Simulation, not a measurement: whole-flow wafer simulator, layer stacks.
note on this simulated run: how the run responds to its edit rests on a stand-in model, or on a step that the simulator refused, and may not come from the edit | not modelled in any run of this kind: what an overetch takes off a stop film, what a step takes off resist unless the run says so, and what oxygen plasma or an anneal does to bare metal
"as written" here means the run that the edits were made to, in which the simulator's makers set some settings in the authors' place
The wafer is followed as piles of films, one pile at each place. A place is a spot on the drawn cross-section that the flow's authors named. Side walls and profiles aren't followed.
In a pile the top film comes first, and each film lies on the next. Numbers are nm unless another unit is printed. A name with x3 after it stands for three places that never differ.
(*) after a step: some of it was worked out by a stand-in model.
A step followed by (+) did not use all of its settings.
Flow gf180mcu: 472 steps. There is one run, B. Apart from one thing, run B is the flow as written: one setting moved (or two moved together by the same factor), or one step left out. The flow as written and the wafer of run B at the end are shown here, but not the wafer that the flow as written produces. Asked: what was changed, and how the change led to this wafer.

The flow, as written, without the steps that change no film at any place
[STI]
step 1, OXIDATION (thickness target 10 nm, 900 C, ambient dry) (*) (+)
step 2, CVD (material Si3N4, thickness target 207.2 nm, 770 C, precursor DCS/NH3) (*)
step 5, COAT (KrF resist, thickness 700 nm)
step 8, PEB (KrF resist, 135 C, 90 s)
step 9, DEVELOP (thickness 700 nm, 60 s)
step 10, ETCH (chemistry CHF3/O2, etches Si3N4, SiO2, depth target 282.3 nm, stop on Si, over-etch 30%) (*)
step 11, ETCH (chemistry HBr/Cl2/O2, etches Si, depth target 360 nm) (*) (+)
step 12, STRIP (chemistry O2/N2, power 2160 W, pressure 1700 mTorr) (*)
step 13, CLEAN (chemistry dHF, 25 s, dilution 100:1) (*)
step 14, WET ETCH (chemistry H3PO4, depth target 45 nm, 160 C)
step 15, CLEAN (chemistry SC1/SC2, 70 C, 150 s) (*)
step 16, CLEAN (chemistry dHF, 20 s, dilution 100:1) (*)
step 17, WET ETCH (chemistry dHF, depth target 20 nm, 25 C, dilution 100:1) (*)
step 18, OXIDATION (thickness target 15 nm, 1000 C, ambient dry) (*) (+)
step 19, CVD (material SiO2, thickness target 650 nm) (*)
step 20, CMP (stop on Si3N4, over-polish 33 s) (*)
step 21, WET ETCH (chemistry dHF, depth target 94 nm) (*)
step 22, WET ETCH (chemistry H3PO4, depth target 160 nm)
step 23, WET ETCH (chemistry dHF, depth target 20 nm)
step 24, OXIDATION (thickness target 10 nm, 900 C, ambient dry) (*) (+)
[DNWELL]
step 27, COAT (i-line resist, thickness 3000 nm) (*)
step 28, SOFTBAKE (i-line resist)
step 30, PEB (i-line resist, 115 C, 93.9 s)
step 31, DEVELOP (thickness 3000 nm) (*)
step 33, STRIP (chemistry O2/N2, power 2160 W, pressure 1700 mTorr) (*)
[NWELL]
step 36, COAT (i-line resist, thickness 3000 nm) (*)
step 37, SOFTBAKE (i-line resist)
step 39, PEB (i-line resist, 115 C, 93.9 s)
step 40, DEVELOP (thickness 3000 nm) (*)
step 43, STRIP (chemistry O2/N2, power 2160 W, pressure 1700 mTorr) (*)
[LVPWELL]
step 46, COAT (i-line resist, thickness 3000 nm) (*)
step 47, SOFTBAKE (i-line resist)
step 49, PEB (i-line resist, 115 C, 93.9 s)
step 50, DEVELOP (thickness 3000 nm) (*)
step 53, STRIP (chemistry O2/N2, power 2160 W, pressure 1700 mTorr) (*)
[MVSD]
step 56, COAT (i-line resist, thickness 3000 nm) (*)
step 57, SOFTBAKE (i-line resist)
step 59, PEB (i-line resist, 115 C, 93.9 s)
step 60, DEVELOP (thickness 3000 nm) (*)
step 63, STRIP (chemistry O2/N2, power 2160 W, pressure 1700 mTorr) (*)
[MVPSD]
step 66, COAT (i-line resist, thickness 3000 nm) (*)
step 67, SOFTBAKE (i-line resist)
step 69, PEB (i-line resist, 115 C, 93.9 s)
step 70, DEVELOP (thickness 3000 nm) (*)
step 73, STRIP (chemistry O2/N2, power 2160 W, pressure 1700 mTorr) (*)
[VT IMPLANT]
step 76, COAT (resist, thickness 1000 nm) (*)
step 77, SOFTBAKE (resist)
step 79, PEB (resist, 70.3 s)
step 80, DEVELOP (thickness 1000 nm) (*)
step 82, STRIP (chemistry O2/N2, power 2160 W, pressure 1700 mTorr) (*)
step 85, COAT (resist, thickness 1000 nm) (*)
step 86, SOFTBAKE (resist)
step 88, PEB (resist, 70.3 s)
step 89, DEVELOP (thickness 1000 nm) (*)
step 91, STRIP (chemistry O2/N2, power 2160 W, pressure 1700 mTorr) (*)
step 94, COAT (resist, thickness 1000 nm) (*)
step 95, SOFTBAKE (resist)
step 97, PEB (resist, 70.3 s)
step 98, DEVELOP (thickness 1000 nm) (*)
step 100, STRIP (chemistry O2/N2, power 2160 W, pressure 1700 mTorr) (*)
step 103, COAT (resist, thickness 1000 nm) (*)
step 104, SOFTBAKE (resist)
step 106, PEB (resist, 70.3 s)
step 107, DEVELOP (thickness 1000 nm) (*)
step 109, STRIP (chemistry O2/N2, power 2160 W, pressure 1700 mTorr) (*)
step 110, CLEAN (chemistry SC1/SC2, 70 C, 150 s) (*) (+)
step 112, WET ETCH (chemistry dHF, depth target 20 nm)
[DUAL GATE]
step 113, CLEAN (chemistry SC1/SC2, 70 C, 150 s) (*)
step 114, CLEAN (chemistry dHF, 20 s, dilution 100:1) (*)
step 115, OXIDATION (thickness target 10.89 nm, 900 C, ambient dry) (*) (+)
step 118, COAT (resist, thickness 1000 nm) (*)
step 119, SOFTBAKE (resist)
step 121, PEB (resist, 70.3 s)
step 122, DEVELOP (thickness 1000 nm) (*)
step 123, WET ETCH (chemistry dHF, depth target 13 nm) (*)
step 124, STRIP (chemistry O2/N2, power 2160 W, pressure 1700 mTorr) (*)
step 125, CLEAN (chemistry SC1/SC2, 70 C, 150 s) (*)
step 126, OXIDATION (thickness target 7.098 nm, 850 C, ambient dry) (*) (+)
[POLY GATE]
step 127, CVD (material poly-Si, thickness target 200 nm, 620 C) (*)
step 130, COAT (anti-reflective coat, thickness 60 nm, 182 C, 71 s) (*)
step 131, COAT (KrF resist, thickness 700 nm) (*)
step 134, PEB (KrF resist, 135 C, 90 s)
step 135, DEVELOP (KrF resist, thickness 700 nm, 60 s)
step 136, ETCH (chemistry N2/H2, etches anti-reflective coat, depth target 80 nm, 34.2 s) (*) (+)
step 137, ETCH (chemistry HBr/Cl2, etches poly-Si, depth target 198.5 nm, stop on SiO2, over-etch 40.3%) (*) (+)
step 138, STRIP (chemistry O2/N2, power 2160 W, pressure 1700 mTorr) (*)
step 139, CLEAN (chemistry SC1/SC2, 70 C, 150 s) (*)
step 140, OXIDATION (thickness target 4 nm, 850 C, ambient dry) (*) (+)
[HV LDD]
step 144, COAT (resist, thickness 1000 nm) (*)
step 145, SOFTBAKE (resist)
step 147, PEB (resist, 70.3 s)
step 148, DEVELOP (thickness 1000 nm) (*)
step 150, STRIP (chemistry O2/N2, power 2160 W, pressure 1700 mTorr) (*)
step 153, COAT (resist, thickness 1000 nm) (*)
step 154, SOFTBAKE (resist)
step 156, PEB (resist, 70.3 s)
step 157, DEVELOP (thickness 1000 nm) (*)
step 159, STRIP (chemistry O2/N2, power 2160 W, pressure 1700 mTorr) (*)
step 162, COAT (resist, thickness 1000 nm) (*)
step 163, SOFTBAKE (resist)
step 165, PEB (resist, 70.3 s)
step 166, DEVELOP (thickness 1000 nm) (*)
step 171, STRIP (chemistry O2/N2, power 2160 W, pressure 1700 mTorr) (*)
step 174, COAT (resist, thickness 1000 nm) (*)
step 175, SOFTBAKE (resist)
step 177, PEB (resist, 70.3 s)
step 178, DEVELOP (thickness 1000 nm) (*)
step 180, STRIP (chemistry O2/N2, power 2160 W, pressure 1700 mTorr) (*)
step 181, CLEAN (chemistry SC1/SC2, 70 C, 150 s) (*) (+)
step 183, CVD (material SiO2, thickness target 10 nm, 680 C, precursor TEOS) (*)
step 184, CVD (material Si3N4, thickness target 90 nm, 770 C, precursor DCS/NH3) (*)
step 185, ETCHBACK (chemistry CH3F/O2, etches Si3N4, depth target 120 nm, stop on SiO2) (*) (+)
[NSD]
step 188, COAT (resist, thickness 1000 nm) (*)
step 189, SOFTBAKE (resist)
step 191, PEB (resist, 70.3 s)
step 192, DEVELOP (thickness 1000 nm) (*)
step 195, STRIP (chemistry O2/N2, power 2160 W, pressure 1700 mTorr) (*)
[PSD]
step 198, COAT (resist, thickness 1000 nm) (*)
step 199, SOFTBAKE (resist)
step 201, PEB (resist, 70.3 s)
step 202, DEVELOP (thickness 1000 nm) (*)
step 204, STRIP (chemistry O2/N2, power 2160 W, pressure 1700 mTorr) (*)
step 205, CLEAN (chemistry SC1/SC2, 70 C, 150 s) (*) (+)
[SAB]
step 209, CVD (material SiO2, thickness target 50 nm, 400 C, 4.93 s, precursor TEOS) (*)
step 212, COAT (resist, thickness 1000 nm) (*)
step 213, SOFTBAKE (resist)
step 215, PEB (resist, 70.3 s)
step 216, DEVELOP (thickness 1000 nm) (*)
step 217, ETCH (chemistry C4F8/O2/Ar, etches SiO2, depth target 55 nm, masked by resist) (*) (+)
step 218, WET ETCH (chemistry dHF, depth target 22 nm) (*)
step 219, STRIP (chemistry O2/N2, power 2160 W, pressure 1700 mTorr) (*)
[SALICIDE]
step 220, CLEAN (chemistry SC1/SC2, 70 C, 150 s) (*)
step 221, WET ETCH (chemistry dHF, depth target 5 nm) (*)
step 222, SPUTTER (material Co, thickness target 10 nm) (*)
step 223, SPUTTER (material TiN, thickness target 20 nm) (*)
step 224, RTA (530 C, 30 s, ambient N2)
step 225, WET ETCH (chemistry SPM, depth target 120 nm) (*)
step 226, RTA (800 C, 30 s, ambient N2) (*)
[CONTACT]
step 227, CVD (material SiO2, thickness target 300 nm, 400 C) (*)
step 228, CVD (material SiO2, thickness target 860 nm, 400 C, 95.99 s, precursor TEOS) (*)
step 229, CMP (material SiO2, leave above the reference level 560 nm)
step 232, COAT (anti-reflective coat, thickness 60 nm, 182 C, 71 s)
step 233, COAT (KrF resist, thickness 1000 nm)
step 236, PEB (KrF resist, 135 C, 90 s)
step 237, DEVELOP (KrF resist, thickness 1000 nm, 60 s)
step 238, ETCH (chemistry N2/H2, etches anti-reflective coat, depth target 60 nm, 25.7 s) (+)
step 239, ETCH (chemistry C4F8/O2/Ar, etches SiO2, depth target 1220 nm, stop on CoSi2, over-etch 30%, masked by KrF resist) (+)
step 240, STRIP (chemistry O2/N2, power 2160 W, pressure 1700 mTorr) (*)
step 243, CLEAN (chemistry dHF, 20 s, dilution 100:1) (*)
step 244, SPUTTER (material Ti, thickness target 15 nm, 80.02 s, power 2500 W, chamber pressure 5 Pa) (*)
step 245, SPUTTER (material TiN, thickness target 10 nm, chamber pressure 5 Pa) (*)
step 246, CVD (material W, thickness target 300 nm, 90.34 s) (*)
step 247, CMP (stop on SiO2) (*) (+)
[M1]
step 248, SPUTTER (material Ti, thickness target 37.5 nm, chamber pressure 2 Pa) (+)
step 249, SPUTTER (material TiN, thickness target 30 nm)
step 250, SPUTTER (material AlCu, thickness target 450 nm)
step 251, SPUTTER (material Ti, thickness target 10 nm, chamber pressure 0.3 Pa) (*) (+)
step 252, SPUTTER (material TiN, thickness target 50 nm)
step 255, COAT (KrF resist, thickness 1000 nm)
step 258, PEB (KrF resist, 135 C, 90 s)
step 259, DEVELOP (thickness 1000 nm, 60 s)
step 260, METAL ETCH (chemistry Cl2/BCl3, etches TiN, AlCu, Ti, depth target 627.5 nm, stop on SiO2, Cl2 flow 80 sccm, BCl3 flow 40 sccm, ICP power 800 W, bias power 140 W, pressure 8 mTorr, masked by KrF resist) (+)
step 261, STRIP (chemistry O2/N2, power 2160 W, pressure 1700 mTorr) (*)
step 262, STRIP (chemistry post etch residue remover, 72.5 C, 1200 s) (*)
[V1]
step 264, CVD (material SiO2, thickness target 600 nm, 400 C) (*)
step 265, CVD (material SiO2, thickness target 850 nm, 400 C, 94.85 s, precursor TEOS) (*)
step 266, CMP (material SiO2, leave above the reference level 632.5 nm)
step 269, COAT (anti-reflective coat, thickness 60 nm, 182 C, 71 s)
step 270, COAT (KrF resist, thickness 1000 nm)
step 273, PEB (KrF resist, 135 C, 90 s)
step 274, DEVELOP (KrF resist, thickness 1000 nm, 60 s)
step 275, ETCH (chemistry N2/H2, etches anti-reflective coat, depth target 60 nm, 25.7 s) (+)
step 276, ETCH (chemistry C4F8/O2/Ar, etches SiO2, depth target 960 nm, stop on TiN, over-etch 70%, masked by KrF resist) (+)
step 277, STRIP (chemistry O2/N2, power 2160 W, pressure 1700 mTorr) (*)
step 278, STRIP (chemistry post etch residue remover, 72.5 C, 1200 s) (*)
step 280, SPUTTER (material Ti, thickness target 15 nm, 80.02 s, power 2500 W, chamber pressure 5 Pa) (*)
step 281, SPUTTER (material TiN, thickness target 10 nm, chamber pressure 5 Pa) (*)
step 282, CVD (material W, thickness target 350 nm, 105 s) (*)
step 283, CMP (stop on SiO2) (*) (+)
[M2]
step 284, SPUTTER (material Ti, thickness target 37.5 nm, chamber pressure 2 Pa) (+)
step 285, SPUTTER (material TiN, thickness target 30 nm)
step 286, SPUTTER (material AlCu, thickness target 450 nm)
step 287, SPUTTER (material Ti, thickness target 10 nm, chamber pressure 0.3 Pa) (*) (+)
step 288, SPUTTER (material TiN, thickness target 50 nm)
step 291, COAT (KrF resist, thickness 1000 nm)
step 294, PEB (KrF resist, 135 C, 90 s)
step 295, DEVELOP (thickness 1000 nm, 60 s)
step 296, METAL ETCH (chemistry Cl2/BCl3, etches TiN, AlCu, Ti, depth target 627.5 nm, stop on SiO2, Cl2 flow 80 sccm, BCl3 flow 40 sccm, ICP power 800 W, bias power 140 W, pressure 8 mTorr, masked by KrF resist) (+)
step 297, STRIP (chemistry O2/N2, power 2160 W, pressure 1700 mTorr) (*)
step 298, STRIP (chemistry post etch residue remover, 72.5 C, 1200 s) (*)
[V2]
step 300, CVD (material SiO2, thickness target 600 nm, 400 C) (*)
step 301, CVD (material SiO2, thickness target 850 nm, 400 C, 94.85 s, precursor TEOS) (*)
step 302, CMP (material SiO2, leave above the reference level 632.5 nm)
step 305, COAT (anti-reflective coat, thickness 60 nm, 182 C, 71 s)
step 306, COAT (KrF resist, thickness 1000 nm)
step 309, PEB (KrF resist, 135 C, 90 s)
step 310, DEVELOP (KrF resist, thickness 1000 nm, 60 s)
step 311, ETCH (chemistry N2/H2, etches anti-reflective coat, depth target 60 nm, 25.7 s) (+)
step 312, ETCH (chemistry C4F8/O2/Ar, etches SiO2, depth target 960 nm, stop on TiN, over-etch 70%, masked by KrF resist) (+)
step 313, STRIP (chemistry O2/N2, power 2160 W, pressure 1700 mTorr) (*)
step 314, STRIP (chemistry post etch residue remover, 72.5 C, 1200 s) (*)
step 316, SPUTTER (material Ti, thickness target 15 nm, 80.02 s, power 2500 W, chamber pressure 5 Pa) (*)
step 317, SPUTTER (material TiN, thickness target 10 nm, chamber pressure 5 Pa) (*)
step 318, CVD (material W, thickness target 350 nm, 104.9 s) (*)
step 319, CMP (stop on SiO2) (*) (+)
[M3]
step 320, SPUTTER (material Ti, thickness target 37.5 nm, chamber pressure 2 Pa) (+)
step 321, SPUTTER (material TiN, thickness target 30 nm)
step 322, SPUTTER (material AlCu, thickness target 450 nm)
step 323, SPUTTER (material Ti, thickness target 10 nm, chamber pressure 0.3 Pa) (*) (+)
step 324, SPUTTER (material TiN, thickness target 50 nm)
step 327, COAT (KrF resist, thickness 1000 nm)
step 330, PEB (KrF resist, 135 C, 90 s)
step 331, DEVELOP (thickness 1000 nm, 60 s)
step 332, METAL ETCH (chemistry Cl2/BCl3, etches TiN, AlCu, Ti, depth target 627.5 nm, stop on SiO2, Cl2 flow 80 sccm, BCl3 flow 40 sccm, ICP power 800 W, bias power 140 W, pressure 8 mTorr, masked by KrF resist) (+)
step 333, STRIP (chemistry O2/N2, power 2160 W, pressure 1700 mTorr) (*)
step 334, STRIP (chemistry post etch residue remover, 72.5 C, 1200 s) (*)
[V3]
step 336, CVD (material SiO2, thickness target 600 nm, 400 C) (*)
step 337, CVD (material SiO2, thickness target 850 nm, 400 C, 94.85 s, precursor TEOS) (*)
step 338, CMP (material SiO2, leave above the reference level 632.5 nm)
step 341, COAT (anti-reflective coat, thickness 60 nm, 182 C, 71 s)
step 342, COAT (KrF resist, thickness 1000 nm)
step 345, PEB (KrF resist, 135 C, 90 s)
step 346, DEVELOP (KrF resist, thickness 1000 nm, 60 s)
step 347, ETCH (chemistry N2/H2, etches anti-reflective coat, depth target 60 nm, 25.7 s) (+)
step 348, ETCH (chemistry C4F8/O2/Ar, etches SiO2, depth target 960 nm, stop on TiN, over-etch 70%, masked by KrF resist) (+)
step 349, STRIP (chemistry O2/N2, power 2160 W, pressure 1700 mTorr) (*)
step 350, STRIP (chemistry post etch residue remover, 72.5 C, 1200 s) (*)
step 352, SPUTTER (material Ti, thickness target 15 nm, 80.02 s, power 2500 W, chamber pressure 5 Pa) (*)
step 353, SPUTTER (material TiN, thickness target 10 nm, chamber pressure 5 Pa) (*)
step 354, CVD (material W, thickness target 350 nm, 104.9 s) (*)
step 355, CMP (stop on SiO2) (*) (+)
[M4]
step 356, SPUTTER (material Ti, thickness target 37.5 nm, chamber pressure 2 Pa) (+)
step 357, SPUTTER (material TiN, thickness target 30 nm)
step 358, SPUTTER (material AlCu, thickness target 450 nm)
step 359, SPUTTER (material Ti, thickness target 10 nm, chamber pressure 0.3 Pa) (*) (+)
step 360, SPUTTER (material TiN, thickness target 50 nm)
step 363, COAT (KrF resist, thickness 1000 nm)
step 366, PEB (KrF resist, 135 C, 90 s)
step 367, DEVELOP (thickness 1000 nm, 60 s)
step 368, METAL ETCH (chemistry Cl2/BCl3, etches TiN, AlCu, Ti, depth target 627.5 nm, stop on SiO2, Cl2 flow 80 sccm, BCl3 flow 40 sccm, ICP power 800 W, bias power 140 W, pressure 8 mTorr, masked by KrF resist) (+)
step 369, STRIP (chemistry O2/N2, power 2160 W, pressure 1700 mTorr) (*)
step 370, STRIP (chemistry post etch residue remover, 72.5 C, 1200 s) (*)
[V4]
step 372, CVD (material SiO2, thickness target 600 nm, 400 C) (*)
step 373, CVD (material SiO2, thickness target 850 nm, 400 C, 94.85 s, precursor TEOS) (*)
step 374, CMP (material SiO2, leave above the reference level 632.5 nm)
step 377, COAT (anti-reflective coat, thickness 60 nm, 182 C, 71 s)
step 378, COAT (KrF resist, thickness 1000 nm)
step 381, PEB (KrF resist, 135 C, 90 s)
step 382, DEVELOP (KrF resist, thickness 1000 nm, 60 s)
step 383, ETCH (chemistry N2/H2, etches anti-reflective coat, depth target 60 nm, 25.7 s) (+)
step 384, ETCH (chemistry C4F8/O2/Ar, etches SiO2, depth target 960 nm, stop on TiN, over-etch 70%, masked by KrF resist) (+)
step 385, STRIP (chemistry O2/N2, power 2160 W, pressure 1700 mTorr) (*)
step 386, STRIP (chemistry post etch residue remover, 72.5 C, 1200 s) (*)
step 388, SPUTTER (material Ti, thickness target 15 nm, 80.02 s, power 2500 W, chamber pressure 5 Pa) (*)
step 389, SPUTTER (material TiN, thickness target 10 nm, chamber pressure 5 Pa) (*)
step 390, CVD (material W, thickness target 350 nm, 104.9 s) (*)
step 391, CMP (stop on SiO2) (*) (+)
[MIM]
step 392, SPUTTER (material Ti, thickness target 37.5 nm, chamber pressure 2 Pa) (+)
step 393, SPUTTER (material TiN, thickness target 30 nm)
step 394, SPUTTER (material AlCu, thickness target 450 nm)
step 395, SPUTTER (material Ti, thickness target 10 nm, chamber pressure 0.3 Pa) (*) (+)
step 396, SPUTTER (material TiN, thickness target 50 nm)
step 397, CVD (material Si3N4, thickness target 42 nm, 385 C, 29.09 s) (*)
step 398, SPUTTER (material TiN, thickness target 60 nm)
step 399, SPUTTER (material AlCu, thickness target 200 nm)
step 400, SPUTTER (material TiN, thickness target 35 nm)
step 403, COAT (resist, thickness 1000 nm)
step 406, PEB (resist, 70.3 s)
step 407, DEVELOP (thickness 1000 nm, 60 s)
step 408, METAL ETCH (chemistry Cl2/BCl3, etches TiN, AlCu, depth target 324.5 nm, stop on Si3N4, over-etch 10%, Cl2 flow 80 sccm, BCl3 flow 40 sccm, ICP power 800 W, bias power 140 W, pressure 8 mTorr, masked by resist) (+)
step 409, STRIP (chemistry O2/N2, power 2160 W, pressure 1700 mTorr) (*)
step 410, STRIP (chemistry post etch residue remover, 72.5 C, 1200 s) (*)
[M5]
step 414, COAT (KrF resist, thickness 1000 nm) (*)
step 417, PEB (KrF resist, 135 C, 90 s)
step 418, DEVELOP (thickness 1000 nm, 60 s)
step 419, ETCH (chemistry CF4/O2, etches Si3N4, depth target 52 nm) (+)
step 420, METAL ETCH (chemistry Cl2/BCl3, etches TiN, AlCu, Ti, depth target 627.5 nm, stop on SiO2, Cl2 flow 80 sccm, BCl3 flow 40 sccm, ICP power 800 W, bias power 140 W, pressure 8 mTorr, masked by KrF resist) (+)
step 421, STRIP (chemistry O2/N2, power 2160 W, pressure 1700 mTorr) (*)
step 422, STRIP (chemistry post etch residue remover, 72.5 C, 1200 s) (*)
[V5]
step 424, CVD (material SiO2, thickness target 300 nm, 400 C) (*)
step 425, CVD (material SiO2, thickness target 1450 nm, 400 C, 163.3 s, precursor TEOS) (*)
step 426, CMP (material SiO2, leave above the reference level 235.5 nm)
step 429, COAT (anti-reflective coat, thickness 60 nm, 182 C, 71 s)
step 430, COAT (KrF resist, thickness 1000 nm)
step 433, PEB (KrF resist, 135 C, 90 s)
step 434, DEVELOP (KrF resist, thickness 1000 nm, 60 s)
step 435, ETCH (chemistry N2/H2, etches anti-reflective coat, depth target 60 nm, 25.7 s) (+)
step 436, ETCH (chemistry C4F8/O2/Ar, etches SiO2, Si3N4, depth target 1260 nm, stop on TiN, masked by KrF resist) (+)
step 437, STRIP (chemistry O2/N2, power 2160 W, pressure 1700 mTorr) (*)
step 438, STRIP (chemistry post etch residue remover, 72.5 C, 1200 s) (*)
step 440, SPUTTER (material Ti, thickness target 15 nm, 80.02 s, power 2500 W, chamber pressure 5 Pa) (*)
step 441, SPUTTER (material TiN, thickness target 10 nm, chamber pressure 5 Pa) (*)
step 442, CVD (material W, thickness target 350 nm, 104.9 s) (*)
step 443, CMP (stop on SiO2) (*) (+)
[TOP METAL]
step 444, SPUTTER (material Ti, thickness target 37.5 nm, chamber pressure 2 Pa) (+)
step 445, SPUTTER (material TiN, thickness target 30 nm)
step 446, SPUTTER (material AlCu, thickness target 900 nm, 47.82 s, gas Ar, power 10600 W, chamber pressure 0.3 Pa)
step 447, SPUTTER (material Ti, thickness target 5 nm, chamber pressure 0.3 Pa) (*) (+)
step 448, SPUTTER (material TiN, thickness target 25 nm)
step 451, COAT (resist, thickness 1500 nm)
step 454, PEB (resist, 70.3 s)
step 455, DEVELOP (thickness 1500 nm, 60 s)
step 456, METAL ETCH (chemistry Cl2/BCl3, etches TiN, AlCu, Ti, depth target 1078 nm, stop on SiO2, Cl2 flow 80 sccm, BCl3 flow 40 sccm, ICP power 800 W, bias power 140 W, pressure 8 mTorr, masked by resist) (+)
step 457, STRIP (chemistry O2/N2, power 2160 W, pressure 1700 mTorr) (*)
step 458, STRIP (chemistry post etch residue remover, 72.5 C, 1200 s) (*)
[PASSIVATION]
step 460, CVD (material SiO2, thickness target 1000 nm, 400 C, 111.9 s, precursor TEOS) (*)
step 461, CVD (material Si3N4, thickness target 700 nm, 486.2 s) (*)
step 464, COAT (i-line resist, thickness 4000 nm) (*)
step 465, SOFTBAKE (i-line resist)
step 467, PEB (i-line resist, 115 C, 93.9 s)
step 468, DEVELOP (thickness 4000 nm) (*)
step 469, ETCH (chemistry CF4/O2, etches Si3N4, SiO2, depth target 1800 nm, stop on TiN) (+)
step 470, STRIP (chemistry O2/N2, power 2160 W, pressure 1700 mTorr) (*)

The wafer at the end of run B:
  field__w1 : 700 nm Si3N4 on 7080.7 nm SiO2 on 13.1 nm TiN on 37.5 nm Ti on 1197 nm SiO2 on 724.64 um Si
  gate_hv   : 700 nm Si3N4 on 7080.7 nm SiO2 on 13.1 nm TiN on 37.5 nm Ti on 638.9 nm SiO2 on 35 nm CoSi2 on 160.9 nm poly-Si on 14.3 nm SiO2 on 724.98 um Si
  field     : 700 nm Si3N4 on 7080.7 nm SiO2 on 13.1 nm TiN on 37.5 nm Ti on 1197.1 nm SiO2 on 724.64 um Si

The reason: step 250, SPUTTER: thickness target 551 nm was run, though the flow has thickness target 450 nm.

Step by step, how the change led to this:
  step 250, SPUTTER (material AlCu, thickness target 450 nm)
      field, field__w1, field__w2 and 108 more: AlCu gains 551 (new film) (it would be, as written: AlCu gains 450 (new film))
  step 260, METAL ETCH (chemistry Cl2/BCl3, etches TiN, AlCu, Ti, depth target 627.5 nm, stop on SiO2, Cl2 flow 80 sccm, BCl3 flow 40 sccm, ICP power 800 W, bias power 140 W, pressure 8 mTorr, masked by KrF resist) (+)
      field, field__w1, field__w2 and 99 more: TiN loses 50 (all of it), Ti loses 10 (all of it), AlCu loses 551 (all of it), TiN loses 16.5 (it would be, as written: TiN loses 50 (all of it), Ti loses 10 (all of it), AlCu loses 450 (all of it), TiN loses 30 (all of it), Ti loses 37.5 (all of it))
  step 264, CVD (material SiO2, thickness target 600 nm, 400 C) (*)
      field, field__w1, field__w2 and 99 more: SiO2 gains 600 (new film) (it would be, as written: SiO2 gains 600)
  step 266, CMP (material SiO2, leave above the reference level 632.5 nm)
      field, field__w1, field__w2 and 99 more: SiO2 loses 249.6 (it would be, as written: SiO2 loses 300)
If metal films that touch count as one body, field__w1 has 1 body; the flow as written gives 0 bodies.
If metal films that touch count as one body, gate_hv has 2 bodies (between them, from the top down: SiO2 638.9); the flow as written gives 1 body.
If metal films that touch count as one body, field has 1 body; the flow as written gives 0 bodies.
